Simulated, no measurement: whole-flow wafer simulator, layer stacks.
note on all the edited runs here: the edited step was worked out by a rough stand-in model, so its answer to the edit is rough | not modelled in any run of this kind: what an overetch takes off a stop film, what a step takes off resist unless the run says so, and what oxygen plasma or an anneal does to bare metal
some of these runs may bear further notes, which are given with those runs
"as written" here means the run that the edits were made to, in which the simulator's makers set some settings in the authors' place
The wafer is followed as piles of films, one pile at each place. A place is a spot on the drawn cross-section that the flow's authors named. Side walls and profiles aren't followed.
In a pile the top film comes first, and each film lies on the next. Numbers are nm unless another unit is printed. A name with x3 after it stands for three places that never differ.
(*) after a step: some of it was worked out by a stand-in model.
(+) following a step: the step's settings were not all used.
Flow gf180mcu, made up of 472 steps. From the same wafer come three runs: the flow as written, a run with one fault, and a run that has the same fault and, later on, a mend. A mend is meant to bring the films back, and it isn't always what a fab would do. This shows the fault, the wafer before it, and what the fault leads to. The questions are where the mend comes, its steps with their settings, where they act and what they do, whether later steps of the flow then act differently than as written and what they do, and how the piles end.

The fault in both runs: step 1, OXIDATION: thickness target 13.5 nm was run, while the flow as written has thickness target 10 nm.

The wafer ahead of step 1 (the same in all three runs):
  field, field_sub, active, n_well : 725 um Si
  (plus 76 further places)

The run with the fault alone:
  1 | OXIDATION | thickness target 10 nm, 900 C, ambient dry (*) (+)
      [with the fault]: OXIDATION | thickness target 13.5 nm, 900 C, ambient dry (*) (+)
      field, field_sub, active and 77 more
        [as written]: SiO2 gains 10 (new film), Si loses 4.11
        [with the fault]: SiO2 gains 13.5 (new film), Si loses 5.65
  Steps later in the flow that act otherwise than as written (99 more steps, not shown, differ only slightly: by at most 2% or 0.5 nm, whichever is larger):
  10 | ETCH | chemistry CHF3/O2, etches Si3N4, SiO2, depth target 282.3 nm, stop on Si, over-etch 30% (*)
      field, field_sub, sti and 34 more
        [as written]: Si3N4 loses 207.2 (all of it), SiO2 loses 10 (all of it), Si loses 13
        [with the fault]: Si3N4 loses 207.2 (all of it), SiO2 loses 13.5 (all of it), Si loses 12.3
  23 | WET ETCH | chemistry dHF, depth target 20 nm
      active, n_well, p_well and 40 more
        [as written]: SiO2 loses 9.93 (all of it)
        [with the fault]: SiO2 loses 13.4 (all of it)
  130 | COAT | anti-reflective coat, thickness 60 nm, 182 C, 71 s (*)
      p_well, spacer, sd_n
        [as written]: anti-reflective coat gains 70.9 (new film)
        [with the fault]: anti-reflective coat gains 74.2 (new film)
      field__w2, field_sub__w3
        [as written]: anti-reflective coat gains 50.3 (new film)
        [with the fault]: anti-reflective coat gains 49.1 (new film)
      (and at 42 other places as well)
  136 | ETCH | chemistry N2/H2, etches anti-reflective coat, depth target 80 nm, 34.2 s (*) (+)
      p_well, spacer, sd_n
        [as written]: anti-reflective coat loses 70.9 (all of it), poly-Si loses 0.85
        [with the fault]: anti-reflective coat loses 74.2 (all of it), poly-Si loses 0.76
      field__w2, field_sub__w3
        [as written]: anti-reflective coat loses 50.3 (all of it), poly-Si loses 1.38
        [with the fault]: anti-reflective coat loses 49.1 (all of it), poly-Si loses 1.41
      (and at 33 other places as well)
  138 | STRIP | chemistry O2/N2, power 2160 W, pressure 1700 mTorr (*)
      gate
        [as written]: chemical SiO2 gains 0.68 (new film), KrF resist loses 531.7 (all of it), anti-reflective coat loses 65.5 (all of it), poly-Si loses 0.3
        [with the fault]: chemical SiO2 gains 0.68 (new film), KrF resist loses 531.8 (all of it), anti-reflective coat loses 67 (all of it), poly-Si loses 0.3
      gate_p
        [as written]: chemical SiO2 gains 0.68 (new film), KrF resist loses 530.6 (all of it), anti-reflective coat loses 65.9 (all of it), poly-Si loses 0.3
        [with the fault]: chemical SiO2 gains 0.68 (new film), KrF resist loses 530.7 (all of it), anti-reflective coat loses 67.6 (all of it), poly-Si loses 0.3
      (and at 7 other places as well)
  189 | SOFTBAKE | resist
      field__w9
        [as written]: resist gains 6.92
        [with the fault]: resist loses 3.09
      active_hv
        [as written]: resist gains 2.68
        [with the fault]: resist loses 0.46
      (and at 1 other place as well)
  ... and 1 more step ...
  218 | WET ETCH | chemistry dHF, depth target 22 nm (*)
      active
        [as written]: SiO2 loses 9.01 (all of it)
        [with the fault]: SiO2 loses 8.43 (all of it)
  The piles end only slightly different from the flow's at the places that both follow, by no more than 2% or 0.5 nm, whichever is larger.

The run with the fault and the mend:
  The mend stands after step 1.
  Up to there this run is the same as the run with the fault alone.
  1a | WET ETCH | chemistry dHF, depth target 3.5 nm, 25 C, dilution 100:1
      field, field_sub, active and 77 more
        SiO2 loses 3.5
  Later steps of the flow that are run all act as written at every place that is followed.
  The piles end only slightly different from the flow's at the places that both follow, by no more than 2% or 0.5 nm, whichever is larger.
